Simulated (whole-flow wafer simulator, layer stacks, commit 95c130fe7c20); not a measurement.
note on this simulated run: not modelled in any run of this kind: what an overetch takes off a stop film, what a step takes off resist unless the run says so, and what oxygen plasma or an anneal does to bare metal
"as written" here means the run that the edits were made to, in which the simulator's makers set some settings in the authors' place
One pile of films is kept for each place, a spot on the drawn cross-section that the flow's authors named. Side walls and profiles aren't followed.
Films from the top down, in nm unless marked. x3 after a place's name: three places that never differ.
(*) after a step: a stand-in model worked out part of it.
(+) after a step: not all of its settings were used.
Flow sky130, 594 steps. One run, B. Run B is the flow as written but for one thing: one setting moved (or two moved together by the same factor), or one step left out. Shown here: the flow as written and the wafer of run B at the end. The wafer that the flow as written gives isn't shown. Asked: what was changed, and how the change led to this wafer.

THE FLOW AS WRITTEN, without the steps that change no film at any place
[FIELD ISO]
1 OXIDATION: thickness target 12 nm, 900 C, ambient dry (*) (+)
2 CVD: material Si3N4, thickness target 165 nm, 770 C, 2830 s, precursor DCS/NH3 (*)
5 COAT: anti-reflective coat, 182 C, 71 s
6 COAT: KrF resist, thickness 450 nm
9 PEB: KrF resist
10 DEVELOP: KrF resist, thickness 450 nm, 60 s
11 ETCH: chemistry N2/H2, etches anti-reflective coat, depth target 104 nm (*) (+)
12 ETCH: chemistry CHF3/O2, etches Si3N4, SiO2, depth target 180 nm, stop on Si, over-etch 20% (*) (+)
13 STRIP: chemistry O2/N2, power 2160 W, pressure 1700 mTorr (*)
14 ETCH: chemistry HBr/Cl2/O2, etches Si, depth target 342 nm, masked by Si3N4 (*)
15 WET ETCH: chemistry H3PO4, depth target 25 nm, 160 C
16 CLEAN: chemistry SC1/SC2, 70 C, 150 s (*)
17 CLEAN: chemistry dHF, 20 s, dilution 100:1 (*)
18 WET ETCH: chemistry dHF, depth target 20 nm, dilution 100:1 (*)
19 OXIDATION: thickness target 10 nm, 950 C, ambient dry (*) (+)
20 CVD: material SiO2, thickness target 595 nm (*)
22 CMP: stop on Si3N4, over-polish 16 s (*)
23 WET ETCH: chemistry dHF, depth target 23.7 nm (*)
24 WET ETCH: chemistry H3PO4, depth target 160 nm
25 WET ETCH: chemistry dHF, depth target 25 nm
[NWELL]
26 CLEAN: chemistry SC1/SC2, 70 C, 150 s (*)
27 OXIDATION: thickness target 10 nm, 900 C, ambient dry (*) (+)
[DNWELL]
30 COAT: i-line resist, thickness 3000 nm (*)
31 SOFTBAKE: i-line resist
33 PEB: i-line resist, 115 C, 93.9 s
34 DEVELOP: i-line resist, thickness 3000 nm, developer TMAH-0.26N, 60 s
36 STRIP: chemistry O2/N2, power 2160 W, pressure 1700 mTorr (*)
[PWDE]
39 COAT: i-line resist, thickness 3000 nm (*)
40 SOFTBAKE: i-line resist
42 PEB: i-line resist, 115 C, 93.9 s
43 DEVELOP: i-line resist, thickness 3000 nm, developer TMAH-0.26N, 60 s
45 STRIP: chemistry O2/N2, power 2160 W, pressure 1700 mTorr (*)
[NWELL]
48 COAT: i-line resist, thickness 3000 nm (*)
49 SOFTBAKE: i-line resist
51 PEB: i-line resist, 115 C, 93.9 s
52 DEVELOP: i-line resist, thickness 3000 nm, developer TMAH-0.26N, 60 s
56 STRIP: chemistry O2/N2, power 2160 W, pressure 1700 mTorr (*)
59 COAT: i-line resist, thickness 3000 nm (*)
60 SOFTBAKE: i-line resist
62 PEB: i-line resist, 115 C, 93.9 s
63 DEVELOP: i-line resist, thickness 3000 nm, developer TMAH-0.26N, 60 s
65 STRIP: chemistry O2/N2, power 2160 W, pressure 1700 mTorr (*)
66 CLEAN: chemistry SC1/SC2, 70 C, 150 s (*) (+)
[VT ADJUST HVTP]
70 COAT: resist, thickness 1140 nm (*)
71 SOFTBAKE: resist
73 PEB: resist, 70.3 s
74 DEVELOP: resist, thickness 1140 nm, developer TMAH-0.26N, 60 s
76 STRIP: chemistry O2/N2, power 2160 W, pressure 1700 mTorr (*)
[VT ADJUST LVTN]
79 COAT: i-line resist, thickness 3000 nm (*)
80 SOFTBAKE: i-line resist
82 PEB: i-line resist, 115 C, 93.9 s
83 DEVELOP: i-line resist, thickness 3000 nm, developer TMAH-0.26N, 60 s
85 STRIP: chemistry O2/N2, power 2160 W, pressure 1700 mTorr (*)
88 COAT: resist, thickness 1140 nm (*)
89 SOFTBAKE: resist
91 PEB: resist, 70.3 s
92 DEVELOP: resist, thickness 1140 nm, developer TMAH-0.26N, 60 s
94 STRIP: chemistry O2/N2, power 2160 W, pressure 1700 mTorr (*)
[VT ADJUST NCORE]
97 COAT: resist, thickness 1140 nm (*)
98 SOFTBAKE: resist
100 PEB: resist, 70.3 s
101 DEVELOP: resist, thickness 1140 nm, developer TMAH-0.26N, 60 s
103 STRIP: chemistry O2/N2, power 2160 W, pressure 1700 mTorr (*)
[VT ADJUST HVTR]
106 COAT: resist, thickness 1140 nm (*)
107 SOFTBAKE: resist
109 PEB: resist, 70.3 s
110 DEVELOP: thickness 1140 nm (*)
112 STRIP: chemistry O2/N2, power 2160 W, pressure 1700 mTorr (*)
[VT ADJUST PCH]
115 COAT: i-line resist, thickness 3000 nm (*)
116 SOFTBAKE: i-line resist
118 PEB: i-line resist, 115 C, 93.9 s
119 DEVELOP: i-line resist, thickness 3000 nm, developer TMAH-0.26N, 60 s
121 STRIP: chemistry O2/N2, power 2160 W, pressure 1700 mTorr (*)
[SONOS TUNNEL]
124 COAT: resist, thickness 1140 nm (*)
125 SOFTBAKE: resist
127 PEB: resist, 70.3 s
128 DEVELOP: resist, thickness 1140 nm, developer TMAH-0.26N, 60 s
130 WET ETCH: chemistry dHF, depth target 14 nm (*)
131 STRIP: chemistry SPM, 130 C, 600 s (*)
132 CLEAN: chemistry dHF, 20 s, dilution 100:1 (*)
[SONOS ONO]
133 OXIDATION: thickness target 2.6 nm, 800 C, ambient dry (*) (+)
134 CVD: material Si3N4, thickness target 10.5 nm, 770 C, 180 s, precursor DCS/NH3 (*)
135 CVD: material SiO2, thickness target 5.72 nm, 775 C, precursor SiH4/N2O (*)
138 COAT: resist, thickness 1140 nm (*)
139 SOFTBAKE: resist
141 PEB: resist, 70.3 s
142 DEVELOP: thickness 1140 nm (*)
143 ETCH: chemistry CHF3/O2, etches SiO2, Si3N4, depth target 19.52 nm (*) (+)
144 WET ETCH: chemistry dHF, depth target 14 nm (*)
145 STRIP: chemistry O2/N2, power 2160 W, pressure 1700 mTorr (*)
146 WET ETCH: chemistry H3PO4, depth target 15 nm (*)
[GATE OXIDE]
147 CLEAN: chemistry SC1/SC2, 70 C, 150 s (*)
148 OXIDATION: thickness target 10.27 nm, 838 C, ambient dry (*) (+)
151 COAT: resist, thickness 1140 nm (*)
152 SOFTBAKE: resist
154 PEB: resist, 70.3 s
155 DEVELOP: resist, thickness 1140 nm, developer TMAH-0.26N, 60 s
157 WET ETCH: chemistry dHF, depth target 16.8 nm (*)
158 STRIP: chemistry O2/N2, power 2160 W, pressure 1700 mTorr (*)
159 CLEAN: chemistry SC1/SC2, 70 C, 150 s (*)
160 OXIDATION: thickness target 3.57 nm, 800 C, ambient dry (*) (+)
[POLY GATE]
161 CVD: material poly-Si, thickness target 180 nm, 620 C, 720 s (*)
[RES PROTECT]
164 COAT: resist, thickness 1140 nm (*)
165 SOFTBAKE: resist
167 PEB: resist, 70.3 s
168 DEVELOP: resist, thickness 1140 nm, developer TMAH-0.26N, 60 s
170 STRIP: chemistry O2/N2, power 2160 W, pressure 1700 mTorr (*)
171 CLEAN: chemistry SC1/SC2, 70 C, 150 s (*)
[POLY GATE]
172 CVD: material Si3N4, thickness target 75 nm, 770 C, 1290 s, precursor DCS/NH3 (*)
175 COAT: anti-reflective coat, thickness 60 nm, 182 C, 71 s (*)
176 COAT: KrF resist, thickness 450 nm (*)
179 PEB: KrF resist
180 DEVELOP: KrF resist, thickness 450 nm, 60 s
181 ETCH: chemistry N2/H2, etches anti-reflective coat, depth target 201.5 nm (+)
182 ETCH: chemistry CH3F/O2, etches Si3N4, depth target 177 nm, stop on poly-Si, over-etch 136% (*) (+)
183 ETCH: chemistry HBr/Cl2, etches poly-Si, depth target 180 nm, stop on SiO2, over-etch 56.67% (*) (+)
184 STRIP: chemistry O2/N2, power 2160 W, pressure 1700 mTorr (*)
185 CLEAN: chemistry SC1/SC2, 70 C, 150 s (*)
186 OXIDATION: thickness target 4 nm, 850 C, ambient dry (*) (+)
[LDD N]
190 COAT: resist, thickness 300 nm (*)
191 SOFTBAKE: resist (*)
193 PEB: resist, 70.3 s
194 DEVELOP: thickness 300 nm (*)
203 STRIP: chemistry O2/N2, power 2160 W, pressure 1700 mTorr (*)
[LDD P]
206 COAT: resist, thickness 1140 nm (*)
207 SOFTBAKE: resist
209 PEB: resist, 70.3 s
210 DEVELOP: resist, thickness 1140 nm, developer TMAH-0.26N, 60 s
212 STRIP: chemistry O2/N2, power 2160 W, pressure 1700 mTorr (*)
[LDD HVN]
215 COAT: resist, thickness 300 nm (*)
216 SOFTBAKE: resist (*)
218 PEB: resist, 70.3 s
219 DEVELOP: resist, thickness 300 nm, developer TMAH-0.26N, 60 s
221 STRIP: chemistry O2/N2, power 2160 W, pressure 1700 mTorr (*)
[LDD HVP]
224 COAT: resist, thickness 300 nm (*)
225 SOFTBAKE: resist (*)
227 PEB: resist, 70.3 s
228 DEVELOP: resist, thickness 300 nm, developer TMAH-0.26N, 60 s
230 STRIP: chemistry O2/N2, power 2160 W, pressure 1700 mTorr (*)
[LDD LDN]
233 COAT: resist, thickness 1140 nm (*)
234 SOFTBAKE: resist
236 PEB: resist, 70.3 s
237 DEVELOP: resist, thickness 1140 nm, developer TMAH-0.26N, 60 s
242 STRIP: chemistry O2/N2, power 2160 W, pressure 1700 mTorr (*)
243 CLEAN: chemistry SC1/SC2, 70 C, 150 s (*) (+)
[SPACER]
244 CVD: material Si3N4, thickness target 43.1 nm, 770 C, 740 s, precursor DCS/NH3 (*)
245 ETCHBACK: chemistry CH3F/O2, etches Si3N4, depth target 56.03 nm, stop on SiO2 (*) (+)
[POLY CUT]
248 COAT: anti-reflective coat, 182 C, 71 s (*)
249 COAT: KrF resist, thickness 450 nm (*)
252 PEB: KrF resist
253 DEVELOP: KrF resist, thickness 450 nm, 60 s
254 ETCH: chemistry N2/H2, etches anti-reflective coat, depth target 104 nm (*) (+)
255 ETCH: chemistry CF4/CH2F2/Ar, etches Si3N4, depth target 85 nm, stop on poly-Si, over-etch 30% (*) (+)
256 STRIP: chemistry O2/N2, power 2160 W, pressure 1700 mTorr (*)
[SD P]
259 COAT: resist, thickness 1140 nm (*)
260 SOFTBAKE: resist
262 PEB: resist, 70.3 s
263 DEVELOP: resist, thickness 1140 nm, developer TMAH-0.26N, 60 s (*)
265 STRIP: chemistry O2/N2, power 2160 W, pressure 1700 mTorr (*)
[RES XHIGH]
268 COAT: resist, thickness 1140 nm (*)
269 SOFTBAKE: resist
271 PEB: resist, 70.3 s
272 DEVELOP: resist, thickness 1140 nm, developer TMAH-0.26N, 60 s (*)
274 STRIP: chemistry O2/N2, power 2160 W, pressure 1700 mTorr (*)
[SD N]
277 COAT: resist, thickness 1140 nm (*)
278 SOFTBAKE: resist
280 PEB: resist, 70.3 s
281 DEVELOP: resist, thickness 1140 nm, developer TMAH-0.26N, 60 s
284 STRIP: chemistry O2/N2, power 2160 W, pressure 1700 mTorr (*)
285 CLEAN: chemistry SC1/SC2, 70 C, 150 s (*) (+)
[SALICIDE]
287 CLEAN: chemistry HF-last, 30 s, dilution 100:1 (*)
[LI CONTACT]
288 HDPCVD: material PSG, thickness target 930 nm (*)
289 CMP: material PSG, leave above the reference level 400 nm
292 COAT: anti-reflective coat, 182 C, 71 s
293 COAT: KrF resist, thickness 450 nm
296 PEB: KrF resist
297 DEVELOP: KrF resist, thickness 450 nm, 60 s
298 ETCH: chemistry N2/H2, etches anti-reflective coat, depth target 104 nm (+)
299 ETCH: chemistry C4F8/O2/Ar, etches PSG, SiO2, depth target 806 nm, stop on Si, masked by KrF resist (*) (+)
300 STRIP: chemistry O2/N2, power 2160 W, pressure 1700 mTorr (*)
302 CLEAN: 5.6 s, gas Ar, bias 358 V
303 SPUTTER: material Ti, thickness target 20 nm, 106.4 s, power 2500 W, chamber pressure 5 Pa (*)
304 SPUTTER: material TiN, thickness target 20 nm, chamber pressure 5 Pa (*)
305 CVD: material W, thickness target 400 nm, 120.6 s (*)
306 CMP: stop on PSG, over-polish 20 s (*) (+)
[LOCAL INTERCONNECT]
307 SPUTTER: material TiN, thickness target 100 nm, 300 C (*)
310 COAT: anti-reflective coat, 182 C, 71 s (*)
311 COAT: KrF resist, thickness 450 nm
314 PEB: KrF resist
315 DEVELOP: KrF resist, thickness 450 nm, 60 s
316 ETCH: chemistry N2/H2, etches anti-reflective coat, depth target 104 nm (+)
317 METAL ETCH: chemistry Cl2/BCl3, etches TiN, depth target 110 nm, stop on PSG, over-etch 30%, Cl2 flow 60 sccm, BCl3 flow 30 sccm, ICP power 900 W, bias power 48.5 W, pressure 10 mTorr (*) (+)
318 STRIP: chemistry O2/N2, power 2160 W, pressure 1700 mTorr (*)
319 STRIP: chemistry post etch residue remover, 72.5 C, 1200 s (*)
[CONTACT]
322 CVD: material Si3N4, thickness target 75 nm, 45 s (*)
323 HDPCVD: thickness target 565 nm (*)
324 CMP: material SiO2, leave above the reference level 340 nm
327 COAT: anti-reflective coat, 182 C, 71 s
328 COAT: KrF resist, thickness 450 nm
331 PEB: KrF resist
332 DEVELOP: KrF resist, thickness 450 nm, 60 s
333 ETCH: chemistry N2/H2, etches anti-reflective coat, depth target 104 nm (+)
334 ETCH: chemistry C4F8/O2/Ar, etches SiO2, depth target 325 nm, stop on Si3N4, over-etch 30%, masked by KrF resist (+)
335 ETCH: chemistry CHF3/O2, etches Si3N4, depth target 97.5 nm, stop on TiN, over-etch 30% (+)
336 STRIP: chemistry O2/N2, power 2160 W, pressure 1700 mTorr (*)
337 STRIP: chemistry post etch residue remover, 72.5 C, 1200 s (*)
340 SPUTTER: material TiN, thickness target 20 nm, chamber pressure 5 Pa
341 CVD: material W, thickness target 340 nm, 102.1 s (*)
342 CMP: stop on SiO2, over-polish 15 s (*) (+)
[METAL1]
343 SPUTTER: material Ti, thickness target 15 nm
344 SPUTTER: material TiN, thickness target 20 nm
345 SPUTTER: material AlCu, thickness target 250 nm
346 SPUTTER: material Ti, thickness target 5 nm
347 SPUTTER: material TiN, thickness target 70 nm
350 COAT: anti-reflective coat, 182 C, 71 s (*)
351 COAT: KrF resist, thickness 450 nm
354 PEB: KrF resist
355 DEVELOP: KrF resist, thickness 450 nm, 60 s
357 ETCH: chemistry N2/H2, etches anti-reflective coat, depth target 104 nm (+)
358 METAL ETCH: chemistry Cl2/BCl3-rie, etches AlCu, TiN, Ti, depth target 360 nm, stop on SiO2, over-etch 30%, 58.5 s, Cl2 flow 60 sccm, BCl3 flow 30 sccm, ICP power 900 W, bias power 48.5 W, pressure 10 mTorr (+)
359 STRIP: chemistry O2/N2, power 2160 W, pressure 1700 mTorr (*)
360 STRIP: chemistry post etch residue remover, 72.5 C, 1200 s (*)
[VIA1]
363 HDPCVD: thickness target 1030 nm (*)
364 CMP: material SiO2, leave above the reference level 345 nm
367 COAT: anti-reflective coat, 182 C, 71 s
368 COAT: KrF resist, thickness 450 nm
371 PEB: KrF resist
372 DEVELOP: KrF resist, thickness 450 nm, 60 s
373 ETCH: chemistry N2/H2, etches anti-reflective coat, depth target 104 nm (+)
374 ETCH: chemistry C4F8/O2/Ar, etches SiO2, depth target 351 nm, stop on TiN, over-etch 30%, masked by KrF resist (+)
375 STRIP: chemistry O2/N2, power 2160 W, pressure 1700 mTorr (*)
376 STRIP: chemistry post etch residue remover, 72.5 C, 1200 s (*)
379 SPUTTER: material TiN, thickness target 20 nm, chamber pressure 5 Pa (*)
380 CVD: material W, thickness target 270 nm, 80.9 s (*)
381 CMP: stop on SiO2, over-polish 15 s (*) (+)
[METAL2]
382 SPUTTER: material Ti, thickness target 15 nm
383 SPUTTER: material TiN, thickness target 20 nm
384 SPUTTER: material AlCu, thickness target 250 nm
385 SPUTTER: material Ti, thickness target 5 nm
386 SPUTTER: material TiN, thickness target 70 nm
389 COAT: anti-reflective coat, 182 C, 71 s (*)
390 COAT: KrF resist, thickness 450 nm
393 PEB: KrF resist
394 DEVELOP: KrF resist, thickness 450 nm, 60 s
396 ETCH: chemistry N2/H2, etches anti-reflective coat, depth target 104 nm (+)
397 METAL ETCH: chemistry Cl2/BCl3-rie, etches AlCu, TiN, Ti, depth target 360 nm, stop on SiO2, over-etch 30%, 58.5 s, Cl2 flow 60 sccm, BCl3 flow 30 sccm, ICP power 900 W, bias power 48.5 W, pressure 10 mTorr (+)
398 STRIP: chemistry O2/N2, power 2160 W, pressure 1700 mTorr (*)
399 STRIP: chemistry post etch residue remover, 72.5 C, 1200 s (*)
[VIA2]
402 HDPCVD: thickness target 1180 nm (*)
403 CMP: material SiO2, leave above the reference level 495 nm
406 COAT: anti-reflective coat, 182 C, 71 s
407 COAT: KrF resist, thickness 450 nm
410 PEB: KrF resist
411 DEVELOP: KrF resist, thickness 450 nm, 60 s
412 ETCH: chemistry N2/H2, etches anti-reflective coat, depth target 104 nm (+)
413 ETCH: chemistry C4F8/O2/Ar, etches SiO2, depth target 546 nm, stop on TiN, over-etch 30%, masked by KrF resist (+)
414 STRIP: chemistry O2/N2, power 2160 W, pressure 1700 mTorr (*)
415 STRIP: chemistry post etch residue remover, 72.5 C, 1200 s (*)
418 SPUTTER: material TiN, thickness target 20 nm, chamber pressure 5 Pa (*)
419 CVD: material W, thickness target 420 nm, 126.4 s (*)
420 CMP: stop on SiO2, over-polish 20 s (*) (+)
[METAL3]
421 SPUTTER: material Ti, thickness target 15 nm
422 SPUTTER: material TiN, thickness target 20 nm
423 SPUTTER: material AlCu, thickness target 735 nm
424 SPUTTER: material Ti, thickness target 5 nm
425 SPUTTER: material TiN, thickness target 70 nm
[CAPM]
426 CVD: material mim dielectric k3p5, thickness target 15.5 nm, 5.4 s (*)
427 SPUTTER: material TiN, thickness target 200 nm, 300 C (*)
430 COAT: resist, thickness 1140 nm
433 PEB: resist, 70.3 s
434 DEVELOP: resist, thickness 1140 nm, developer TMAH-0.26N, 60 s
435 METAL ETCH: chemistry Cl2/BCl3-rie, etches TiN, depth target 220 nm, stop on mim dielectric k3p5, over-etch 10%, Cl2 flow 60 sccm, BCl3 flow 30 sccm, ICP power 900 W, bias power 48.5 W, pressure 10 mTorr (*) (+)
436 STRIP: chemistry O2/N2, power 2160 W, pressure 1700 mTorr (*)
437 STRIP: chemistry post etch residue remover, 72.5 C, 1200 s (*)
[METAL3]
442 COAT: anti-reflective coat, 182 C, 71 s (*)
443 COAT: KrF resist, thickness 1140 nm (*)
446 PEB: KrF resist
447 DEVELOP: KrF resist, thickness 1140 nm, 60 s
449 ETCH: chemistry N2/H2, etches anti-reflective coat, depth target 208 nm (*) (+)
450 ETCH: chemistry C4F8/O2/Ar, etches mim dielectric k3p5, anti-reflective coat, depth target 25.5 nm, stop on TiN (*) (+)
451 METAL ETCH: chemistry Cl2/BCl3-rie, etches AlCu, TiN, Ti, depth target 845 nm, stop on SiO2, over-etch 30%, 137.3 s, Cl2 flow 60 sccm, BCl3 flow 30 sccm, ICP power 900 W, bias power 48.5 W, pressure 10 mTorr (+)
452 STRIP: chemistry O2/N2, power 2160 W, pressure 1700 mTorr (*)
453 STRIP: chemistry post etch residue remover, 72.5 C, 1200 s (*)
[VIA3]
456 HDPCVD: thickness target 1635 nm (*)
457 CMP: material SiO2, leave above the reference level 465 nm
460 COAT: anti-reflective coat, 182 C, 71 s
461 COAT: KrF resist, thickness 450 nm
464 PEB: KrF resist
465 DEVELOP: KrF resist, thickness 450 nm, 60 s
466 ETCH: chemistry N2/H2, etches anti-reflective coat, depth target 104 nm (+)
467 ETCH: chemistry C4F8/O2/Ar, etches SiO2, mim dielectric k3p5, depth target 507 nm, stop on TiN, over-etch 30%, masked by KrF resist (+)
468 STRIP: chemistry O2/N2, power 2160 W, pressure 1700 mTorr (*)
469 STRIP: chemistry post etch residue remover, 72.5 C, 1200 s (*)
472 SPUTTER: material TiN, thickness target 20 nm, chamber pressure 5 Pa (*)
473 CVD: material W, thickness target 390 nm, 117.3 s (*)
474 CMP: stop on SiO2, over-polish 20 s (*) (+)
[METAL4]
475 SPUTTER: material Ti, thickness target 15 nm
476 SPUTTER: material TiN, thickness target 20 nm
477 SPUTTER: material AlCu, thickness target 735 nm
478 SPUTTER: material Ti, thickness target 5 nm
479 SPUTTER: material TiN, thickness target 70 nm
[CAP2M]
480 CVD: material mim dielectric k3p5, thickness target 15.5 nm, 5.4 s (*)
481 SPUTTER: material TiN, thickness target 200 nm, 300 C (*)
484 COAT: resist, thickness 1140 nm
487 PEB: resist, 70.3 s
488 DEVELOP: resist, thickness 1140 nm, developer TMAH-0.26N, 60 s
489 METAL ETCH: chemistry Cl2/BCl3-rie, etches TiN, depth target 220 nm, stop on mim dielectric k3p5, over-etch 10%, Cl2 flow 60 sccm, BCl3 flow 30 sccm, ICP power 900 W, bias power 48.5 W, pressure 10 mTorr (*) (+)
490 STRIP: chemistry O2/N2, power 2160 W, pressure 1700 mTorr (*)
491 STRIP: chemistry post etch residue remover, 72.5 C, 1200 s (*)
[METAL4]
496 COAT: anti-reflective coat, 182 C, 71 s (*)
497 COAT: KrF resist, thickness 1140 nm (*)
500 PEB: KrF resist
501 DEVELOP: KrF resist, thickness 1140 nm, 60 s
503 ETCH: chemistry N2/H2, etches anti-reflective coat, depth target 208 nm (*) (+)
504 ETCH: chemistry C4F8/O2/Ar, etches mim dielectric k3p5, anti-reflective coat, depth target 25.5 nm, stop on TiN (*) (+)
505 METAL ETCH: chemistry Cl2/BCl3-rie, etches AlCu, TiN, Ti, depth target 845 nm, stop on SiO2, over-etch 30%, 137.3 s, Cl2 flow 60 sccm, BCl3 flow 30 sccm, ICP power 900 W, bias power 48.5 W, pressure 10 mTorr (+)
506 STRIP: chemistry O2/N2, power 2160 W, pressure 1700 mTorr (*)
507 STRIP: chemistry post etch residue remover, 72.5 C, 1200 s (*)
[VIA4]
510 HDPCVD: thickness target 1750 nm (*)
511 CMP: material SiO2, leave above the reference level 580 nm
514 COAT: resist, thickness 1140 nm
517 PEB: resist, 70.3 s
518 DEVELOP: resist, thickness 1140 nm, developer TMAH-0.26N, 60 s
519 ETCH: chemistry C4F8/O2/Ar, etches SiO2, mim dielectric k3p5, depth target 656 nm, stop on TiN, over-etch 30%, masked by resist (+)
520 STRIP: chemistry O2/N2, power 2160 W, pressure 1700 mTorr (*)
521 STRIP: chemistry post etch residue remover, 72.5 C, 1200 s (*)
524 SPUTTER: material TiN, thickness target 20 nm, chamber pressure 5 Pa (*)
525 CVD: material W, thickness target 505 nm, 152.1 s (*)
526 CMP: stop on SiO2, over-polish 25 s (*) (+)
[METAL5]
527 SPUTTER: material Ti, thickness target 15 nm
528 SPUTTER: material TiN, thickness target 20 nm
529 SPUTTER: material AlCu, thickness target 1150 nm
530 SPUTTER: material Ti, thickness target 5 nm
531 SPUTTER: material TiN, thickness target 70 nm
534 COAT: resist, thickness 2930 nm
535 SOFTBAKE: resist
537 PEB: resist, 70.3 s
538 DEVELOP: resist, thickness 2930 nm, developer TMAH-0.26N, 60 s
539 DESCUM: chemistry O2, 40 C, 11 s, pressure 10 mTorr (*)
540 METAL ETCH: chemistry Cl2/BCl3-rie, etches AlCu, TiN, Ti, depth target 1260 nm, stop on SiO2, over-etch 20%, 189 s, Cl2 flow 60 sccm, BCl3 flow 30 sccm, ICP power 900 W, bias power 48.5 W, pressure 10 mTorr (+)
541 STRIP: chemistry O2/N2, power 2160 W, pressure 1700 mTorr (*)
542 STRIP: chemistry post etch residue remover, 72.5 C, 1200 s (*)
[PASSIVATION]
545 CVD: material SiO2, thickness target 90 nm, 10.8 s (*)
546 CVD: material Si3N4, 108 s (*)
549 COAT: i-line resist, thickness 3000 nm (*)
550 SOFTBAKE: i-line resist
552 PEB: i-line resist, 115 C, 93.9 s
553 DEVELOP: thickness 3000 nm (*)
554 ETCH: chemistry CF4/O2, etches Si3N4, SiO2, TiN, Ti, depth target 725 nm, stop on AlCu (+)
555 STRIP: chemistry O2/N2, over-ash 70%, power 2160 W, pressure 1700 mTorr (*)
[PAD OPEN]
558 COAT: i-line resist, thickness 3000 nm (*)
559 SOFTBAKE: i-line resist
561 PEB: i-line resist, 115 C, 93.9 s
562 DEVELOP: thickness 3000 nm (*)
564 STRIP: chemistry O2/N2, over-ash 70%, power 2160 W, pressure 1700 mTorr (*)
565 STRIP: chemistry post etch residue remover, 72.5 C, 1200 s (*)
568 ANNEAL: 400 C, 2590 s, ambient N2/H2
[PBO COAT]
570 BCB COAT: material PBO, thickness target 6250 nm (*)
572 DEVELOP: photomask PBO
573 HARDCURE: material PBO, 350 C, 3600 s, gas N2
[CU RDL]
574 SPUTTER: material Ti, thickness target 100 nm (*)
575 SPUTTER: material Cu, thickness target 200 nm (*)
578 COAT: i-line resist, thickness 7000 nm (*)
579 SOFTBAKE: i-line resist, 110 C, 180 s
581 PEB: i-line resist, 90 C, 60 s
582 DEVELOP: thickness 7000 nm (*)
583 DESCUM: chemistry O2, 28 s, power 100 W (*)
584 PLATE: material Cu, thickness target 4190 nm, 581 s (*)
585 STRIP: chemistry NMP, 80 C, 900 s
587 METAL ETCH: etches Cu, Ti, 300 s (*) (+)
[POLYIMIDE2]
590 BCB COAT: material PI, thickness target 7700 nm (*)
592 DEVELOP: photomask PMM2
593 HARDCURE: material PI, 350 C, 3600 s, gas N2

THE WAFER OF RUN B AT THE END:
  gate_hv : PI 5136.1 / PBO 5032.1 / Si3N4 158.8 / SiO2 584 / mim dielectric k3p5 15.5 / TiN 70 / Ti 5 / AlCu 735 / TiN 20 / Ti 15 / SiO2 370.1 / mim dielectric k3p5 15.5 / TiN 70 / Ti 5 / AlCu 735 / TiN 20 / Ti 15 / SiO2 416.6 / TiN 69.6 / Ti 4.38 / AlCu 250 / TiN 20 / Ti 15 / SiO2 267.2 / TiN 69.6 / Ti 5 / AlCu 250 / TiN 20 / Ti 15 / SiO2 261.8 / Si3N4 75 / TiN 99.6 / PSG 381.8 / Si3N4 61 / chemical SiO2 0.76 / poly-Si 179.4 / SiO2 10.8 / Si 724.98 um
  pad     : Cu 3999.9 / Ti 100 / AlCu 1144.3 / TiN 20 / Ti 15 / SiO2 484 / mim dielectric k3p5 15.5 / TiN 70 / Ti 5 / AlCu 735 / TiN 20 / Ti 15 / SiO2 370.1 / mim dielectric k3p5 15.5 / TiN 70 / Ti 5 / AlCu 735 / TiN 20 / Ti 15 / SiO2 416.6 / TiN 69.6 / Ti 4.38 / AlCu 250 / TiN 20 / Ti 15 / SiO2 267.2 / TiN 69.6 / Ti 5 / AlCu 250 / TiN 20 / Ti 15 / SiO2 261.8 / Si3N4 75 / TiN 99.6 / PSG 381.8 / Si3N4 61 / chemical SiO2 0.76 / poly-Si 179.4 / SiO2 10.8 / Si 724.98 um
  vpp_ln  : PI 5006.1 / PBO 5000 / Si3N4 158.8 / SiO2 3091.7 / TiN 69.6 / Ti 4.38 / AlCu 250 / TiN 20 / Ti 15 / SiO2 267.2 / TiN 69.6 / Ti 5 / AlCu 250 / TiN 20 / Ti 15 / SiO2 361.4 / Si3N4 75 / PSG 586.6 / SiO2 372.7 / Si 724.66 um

The cause: step 385, SPUTTER: thickness target 4.38 nm was run, where the flow has thickness target 5 nm.
It can be read off the wafer: gate_hv has Ti 4.38, and step 385 as written asks for 5 nm.

How the change led to this, step by step:
  385 SPUTTER: material Ti, thickness target 5 nm
      field, active, n_well and 188 more: Ti +4.38 (new film) (as written it would be: Ti +5 (new film))
  397 METAL ETCH: chemistry Cl2/BCl3-rie, etches AlCu, TiN, Ti, depth target 360 nm, stop on SiO2, over-etch 30%, 58.5 s, Cl2 flow 60 sccm, BCl3 flow 30 sccm, ICP power 900 W, bias power 48.5 W, pressure 10 mTorr (+)
      field, active, gate and 82 more: TiN -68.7 (all of it), Ti -4.38 (all of it), AlCu -250 (all of it), TiN -20 (all of it), Ti -15 (all of it), SiO2 -11 (as written it would be: TiN -68.7 (all of it), Ti -5 (all of it), AlCu -250 (all of it), TiN -20 (all of it), Ti -15 (all of it), SiO2 -10.9)
